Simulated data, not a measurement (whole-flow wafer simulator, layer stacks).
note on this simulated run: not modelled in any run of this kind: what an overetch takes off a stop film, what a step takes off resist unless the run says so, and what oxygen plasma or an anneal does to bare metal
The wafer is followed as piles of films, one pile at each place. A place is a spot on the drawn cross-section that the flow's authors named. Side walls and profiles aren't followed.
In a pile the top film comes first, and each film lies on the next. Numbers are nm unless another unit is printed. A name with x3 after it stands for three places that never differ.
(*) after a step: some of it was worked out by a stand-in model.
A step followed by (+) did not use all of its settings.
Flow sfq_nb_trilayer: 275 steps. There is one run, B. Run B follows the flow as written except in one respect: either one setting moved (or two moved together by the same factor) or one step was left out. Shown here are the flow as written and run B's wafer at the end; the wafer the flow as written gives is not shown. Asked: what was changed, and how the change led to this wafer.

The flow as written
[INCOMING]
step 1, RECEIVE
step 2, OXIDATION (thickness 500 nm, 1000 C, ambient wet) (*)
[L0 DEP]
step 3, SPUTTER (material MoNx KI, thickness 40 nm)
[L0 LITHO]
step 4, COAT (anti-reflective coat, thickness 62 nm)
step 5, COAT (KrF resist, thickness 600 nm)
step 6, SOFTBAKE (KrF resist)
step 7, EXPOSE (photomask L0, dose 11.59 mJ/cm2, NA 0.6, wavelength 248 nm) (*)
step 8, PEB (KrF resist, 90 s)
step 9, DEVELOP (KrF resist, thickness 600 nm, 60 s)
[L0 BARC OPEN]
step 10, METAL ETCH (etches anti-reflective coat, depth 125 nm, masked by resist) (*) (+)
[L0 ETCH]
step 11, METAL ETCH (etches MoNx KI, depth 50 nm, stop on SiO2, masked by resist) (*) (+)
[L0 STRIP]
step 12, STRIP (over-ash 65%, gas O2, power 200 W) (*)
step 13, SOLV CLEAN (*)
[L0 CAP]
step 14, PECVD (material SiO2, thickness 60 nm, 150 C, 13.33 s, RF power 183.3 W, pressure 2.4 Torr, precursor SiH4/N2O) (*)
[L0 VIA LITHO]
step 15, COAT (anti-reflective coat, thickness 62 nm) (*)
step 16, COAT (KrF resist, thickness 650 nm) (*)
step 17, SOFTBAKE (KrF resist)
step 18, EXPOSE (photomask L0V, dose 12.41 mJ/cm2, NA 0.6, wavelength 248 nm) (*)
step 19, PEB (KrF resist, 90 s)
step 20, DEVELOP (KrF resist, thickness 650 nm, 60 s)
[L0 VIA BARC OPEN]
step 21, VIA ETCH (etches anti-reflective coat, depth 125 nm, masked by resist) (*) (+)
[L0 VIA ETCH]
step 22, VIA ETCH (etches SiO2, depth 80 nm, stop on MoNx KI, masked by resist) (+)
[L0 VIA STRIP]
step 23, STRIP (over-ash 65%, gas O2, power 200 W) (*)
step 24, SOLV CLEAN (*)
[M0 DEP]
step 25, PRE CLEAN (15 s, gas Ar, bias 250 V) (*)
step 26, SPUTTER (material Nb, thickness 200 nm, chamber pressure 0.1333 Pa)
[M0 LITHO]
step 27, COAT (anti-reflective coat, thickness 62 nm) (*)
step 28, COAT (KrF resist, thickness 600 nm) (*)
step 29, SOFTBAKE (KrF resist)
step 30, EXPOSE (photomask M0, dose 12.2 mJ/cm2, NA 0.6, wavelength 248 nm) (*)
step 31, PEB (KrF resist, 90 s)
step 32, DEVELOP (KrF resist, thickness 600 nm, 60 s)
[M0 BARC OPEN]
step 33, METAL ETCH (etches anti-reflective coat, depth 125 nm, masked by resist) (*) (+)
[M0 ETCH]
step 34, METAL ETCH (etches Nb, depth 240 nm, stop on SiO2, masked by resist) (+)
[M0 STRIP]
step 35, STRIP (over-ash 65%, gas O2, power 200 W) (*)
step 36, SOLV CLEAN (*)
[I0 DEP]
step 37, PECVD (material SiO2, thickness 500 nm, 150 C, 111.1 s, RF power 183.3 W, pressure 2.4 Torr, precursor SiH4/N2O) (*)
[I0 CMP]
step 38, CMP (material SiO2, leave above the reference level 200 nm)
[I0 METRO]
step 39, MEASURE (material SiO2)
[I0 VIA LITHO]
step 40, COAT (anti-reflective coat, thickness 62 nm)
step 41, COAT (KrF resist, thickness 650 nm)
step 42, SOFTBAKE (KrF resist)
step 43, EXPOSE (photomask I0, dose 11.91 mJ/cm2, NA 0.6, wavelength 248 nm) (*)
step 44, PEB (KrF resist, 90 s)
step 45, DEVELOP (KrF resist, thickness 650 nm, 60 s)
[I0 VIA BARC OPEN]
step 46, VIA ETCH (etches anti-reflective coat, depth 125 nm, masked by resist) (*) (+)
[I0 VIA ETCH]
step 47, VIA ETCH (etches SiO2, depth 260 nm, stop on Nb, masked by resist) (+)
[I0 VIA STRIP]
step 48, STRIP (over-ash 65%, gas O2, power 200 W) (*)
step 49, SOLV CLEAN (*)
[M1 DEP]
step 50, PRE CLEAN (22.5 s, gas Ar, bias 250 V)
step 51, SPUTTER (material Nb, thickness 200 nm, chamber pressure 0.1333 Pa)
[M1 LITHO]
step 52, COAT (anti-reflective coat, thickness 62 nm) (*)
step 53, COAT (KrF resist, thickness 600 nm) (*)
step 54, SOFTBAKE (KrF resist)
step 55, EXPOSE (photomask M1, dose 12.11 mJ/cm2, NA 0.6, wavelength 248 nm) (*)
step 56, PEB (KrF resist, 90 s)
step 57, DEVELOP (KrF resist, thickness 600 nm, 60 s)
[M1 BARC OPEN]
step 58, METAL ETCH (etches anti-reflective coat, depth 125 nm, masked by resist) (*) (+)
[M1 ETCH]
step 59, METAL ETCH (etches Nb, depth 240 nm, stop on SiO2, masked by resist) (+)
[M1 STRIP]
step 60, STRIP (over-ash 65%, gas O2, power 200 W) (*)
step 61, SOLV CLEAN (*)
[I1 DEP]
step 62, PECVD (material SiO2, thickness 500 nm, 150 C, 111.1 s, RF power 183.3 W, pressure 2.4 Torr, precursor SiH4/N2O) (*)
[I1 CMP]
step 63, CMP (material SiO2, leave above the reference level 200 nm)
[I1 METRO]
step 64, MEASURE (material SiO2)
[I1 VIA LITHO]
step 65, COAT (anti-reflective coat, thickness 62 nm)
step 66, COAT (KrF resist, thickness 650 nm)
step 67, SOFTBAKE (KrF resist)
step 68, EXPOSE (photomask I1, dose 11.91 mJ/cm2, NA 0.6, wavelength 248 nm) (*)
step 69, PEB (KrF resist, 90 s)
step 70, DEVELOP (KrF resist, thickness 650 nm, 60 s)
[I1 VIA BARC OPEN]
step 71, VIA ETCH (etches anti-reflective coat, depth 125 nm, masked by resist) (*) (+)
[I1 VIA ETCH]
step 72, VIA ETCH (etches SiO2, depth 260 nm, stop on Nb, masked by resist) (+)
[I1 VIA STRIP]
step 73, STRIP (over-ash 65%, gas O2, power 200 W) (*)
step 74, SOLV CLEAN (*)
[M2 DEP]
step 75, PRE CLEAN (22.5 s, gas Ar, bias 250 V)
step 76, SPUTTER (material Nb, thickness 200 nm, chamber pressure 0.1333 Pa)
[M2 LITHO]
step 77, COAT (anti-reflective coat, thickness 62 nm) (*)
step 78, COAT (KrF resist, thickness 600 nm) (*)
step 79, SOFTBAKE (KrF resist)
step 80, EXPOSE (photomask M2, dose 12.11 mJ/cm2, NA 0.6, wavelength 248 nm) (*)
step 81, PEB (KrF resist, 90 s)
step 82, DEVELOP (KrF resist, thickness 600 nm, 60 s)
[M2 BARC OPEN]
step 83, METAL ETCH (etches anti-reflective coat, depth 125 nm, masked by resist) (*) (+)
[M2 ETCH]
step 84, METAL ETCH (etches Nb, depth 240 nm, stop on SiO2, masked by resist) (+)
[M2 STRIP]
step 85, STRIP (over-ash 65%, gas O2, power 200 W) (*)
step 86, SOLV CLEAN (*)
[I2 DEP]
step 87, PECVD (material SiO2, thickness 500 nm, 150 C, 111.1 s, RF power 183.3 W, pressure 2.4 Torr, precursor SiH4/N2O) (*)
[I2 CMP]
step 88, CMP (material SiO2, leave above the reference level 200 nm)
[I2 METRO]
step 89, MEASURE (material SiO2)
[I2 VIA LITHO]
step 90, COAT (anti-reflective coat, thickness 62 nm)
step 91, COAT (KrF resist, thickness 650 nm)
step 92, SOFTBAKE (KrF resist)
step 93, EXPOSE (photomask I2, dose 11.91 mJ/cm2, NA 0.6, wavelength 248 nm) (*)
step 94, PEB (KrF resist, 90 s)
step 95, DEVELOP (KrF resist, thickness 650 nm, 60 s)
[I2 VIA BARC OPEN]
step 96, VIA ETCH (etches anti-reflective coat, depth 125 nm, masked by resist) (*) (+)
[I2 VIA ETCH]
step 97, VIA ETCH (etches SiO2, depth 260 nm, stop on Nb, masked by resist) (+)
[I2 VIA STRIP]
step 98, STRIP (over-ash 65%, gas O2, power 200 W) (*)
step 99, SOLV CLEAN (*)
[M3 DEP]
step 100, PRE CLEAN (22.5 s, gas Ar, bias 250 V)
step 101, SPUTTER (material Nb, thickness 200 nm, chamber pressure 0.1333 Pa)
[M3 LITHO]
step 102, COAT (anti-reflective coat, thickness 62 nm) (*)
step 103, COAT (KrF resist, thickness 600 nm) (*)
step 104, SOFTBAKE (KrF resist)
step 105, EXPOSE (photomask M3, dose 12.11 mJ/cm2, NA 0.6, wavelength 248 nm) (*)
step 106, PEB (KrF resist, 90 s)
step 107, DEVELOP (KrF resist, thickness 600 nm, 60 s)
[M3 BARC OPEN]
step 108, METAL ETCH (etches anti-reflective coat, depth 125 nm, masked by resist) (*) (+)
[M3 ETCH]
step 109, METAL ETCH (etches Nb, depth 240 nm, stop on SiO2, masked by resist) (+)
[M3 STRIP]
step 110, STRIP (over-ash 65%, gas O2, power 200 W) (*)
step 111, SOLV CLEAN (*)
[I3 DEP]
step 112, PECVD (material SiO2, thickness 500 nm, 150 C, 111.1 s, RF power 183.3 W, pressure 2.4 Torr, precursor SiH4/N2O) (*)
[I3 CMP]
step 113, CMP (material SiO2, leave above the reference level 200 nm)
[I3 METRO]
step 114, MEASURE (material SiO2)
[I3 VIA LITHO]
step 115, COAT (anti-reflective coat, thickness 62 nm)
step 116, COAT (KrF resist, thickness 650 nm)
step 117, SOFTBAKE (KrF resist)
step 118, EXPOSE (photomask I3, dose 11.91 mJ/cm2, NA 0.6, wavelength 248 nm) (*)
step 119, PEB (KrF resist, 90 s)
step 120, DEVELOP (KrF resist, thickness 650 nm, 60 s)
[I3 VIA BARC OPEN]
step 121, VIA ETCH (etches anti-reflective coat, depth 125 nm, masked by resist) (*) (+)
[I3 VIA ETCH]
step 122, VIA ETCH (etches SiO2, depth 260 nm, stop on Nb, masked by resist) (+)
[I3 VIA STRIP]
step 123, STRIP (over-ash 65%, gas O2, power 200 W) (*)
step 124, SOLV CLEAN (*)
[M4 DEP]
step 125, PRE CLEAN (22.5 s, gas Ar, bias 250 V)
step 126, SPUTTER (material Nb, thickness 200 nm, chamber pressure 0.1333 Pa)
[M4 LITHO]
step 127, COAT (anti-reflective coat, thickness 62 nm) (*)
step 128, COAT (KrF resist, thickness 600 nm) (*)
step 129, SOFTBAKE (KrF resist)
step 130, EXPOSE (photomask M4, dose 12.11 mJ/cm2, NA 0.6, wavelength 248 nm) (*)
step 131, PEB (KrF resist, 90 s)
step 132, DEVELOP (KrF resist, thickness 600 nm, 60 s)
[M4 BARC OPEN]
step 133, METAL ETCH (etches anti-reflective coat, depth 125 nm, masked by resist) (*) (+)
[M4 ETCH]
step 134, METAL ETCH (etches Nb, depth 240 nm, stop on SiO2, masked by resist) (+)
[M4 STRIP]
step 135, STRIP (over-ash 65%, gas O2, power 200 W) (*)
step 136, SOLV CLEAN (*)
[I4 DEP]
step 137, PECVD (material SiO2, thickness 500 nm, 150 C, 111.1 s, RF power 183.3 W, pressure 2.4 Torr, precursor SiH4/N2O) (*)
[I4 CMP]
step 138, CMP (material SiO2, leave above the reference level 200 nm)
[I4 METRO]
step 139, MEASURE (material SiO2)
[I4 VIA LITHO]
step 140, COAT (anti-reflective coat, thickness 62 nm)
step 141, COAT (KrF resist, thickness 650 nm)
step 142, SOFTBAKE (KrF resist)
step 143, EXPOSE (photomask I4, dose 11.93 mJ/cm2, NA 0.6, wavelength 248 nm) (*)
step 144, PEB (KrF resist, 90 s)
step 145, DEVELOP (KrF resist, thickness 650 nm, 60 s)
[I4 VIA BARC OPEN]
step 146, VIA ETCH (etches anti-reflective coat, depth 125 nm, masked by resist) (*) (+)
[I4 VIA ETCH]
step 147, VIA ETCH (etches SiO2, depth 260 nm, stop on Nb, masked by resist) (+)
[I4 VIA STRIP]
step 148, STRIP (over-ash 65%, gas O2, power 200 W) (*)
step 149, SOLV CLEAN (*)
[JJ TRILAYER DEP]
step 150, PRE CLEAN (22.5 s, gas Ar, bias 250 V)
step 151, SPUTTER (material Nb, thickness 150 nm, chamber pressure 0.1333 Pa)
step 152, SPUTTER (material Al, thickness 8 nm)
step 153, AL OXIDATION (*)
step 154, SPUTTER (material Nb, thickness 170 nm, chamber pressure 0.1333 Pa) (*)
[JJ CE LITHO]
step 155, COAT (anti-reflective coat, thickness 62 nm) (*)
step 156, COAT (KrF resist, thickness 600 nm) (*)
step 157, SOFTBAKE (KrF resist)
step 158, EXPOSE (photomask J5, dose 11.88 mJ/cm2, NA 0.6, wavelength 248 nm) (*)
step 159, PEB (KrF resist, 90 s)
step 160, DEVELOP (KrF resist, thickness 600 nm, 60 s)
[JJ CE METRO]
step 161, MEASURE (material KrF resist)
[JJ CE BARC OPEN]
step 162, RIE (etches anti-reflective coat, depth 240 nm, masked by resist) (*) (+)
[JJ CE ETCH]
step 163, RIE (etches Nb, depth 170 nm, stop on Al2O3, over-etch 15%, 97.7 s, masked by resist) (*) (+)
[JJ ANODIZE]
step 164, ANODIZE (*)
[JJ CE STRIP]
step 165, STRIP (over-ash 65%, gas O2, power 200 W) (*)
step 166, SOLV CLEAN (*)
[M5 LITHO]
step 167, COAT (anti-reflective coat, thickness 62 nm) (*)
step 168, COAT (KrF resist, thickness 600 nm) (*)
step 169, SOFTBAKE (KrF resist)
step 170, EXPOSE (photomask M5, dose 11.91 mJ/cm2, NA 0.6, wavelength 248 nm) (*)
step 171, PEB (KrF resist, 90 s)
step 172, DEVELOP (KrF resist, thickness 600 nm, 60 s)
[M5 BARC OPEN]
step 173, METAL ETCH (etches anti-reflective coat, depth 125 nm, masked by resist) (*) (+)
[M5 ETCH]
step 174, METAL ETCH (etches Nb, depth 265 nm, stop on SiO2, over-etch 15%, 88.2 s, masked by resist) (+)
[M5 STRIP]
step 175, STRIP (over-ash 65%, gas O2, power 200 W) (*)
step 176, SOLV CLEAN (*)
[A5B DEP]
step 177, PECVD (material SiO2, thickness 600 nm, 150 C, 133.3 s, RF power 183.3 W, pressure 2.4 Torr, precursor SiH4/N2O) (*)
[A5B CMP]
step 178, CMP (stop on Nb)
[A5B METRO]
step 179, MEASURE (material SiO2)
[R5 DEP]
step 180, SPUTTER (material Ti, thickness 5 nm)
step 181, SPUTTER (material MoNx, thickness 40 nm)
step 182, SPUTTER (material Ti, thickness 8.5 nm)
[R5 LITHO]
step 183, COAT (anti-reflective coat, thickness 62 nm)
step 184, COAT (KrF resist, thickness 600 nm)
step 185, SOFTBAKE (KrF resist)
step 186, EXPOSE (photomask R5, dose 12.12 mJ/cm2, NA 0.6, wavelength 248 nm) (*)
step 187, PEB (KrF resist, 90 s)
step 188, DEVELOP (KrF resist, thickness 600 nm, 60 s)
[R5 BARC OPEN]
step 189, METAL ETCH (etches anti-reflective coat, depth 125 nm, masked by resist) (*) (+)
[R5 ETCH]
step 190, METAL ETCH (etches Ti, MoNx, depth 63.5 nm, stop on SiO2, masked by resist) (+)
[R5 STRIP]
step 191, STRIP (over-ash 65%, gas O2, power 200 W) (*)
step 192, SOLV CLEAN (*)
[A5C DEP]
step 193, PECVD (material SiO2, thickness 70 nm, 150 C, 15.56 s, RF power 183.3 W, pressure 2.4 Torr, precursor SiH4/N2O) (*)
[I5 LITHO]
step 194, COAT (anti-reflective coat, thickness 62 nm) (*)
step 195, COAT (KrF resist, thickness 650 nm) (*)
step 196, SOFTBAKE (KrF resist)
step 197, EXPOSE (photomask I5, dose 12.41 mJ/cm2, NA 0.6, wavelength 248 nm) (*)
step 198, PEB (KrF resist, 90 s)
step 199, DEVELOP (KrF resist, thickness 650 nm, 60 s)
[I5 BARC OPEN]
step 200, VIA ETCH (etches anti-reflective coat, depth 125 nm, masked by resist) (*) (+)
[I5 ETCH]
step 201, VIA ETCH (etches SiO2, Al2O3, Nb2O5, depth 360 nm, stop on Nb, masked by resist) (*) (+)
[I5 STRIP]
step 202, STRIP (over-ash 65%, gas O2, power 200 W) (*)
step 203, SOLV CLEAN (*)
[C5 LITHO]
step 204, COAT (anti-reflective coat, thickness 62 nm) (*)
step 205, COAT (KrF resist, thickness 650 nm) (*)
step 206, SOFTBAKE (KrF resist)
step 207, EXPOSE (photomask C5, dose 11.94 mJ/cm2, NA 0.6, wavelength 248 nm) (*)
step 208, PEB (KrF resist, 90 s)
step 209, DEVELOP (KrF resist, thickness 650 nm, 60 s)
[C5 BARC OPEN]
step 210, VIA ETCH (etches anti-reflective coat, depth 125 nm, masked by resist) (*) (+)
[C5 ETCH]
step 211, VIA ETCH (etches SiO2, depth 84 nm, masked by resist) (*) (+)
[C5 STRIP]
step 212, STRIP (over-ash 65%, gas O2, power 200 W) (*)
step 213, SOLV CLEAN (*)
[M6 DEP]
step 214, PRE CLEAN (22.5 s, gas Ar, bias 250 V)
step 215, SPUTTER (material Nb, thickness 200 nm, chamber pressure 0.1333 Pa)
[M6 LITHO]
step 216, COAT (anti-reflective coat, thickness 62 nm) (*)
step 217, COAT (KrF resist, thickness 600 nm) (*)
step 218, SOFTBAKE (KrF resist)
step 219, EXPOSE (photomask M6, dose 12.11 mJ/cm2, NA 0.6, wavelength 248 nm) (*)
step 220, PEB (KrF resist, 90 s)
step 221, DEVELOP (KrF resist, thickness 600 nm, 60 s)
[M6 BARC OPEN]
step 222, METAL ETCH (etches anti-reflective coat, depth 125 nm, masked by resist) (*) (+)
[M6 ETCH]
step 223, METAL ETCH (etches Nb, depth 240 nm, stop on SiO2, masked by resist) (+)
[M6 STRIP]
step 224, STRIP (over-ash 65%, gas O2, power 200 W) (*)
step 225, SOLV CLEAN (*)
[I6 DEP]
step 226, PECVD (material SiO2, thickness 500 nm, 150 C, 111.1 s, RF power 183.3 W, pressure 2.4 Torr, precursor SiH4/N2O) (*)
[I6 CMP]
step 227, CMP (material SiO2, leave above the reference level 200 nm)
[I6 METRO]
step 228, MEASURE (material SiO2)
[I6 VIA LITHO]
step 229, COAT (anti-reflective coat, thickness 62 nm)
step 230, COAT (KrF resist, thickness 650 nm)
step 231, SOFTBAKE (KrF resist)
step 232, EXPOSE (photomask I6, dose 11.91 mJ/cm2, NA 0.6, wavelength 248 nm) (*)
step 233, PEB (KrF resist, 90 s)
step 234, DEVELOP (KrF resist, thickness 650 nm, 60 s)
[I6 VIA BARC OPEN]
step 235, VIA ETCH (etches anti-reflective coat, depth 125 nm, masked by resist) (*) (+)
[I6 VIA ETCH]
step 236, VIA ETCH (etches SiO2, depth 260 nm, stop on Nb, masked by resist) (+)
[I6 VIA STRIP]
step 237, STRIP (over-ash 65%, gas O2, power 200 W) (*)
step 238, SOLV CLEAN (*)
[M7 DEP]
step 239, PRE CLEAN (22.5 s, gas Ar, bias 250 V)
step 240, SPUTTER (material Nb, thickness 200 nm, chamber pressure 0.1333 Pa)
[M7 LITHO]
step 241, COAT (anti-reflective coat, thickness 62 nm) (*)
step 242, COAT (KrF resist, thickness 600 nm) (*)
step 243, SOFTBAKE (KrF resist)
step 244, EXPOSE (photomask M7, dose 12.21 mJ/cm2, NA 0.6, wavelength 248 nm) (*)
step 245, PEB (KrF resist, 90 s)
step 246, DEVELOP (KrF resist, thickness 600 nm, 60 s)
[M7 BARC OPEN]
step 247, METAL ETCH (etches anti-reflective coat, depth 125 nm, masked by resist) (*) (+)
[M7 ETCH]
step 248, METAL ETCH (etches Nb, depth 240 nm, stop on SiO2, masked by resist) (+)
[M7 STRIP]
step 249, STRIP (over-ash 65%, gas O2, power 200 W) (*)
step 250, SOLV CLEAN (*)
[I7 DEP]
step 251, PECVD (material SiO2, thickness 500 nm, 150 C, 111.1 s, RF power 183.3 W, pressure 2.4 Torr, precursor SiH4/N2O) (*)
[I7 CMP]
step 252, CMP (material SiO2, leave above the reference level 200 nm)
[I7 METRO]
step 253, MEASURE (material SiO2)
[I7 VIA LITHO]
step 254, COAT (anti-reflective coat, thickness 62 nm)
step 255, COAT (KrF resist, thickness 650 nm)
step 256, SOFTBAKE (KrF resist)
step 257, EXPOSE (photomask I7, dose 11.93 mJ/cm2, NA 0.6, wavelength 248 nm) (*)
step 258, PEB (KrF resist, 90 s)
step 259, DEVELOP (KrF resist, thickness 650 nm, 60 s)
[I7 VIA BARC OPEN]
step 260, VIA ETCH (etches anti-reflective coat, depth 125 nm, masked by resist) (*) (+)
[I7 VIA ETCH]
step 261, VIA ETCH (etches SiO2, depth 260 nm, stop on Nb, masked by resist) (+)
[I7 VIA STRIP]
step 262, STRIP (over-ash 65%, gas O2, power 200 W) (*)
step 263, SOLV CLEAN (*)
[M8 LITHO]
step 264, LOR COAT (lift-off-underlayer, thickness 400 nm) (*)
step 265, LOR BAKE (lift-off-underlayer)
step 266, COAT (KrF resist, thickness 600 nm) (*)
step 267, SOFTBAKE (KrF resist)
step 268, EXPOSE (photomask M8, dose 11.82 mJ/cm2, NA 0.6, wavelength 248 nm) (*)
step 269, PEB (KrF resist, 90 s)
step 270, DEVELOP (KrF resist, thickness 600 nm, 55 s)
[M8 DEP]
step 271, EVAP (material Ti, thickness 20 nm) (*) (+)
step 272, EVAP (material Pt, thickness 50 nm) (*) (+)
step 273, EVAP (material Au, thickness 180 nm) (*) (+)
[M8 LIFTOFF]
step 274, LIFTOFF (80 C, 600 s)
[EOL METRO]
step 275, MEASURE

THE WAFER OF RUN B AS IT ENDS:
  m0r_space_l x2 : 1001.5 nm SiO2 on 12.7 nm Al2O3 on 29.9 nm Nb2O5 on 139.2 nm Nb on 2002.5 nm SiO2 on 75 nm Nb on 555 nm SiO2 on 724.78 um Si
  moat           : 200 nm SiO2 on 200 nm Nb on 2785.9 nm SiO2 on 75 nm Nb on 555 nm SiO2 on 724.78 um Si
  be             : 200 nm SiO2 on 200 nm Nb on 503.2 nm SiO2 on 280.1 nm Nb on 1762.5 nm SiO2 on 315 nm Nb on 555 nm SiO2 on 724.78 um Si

The reason: step 26, SPUTTER: thickness 315 nm was run, though the flow has thickness 200 nm.
One can read it off the wafer: be has Nb 315, and step 26 as written asks for 200 nm.

Step by step, how the change led to this:
  step 26, SPUTTER (material Nb, thickness 200 nm, chamber pressure 0.1333 Pa)
      field_l, v_sur, via_wl and 102 more: +315 Nb (new film) (in the flow as written it would be: +200 Nb (new film))
      l0v: +311 Nb (new film) (in the flow as written it would be: +195.7 Nb (new film))
  step 34, METAL ETCH (etches Nb, depth 240 nm, stop on SiO2, masked by resist) (+)
      moat, m0r_space_l x2: -240 Nb (in the flow as written it would be: -200 Nb (all of it))
  step 37, PECVD (material SiO2, thickness 500 nm, 150 C, 111.1 s, RF power 183.3 W, pressure 2.4 Torr, precursor SiH4/N2O) (*)
      moat, m0r_space_l x2: +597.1 SiO2 (new film) (in the flow as written it would be: +557.1 SiO2)
If metal films that touch count as one body, m0r_space_l x2 has 2 bodies (between them, from the top down: SiO2 2002.5); the flow as written gives 1 body.
If metal films that touch count as one body, moat has 2 bodies (between them, from the top down: SiO2 2785.9); the flow as written gives 1 body.
